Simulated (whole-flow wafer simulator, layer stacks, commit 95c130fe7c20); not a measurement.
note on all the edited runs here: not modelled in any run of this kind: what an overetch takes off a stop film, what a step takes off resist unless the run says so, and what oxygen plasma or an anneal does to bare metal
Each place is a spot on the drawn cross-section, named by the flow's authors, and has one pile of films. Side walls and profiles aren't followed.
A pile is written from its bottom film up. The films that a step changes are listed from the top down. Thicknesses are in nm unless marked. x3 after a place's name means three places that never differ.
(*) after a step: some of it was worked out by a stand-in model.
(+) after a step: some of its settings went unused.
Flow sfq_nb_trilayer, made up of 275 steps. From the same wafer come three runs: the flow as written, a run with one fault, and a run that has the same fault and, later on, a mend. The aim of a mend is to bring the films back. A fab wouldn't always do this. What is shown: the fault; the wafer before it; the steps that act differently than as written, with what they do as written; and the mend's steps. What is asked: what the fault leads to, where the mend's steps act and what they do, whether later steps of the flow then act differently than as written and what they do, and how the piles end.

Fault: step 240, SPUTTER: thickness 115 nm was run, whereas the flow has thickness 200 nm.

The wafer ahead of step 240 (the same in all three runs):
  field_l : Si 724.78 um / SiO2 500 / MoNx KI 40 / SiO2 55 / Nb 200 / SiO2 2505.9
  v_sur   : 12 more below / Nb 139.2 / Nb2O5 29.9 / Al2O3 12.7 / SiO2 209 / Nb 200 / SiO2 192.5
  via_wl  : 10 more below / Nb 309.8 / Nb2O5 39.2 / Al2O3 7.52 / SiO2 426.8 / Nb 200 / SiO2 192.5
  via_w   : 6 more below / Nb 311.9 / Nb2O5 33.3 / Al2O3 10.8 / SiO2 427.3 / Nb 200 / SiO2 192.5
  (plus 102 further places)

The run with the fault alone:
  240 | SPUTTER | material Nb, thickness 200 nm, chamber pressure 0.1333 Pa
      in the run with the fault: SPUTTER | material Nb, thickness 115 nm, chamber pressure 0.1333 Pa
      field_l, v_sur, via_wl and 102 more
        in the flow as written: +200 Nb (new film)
        in the run with the fault: +115 Nb (new film)
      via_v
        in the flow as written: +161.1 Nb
        in the run with the fault: +92.5 Nb
  Later steps of the flow acting differently than as written (3 other steps are not shown; they differ only slightly, by no more than 2% or 0.5 nm, whichever is larger):
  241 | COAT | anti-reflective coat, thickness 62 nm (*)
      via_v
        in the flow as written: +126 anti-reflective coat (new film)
        in the run with the fault: +121.3 anti-reflective coat (new film)
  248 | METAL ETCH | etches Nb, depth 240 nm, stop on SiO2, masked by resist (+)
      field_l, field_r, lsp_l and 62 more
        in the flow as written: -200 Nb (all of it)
        in the run with the fault: -115 Nb (all of it)
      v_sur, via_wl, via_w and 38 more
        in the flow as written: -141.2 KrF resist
        in the run with the fault: -101.5 KrF resist
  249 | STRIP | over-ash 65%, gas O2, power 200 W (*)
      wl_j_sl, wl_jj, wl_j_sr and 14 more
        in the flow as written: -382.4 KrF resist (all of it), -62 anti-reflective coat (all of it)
        in the run with the fault: -422.1 KrF resist (all of it), -62 anti-reflective coat (all of it)
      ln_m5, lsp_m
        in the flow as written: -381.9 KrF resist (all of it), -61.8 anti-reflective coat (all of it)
        in the run with the fault: -421.6 KrF resist (all of it), -61.8 anti-reflective coat (all of it)
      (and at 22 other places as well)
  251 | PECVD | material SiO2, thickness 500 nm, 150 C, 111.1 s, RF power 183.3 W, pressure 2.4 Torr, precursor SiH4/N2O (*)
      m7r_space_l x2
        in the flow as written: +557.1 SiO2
        in the run with the fault: +500 SiO2
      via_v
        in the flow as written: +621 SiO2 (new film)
        in the run with the fault: +595.3 SiO2 (new film)
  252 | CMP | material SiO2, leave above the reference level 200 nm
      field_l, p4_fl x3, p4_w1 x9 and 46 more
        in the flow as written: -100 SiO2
        in the run with the fault: -185 SiO2
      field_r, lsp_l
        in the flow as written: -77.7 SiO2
        in the run with the fault: -172.2 SiO2
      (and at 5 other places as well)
  The piles end different from the flow's at field_l, v_sur, via_wl and 103 more by more than 2% or 0.5 nm, whichever is larger.
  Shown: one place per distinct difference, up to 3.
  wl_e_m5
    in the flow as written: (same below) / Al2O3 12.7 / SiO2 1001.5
    in the run with the fault: (same below) / Al2O3 12.7 / SiO2 916.5
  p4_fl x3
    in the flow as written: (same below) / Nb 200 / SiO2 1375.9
    in the run with the fault: (same below) / Nb 200 / SiO2 1290.9
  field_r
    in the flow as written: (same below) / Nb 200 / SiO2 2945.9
    in the run with the fault: (same below) / Nb 200 / SiO2 2860.9

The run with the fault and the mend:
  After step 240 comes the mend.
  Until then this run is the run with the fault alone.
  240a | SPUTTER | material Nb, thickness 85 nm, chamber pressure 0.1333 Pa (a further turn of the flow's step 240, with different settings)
      field_l, v_sur, via_wl and 102 more
        +85 Nb
      via_v
        +65.3 Nb
  Every later step of the flow that is run acts as written, at every place that is followed, to within 2% or 0.5 nm, whichever is larger.
  The piles end only slightly different from the flow's at the places that both follow, by no more than 2% or 0.5 nm, whichever is larger.
